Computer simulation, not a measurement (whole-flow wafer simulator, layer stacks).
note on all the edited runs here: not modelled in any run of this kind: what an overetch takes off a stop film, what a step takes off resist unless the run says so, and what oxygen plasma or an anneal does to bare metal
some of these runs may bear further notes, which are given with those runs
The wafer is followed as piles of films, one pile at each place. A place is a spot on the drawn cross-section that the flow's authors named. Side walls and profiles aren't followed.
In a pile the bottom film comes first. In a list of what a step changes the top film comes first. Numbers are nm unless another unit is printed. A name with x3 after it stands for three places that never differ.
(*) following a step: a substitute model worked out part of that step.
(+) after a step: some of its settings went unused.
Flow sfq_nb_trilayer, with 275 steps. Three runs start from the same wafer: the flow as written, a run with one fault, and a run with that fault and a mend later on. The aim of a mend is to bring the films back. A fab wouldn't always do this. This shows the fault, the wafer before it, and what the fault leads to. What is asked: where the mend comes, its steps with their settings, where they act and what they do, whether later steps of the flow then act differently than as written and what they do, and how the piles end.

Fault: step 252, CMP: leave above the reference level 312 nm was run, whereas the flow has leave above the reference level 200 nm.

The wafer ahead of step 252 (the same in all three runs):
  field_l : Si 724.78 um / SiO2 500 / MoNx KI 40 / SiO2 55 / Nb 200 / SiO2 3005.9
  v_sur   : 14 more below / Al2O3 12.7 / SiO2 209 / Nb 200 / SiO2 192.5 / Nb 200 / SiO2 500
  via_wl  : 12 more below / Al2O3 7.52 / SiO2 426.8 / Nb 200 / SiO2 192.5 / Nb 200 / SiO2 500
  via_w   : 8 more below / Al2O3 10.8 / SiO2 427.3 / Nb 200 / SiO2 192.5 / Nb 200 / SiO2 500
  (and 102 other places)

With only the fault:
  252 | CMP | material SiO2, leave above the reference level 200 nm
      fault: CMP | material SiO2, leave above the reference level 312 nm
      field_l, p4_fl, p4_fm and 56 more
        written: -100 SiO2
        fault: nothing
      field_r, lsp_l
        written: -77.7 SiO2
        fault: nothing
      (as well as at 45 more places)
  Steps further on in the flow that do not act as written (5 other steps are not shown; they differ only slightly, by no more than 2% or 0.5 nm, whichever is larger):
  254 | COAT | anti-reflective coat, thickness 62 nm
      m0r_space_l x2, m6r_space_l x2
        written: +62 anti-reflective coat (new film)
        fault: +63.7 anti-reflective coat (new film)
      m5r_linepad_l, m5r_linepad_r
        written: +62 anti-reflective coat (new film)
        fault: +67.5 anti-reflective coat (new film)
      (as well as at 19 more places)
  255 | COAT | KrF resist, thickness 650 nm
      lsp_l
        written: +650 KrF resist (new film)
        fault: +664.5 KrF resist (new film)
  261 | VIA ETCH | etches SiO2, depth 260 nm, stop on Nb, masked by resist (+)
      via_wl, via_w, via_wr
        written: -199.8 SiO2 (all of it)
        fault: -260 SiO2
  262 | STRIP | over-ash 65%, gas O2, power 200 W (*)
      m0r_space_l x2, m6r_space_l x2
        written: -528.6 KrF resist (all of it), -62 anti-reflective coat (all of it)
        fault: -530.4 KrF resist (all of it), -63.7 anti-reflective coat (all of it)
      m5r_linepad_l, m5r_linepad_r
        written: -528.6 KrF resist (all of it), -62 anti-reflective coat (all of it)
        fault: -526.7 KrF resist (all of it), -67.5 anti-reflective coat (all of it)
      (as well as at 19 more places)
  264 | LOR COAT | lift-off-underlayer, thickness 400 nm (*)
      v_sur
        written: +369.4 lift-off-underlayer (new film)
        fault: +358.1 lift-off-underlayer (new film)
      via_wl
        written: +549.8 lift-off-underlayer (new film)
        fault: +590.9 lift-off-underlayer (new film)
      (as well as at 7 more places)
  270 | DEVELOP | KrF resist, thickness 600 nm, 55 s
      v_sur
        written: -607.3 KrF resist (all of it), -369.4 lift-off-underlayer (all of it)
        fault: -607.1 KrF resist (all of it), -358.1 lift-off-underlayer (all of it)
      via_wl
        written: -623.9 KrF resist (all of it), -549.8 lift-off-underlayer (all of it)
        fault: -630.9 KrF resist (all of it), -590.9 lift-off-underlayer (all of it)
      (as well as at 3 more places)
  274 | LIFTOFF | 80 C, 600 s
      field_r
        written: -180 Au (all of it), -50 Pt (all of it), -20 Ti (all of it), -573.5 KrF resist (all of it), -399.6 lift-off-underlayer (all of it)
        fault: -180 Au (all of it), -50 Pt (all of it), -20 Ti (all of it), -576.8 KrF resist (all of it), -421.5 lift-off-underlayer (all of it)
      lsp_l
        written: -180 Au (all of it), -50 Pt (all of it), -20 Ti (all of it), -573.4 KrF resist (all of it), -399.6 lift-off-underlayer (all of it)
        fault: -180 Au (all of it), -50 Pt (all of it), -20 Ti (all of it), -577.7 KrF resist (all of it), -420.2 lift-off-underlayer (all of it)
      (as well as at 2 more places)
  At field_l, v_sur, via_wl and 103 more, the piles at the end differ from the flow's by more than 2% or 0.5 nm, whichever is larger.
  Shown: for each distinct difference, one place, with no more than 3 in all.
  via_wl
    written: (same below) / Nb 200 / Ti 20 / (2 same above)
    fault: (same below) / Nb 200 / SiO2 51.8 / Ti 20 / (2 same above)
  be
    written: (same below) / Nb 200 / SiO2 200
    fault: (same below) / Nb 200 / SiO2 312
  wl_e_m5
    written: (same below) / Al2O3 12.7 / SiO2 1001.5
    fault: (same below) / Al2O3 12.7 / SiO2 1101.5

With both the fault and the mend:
  After step 253 comes the mend.
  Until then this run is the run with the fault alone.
  253a | CMP | material SiO2, leave above the reference level 200 nm (a further turn of the flow's step 252)
      field_l, p4_fl, p4_fm and 56 more
        -100 SiO2
      v_sur, via_wl, via_w and 40 more
        -112 SiO2
      field_r, lsp_l
        -77.7 SiO2
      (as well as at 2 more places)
  Every later step of the flow that is run acts as written at every place that is followed.
  The piles end the same as the flow's at every place that both follow.
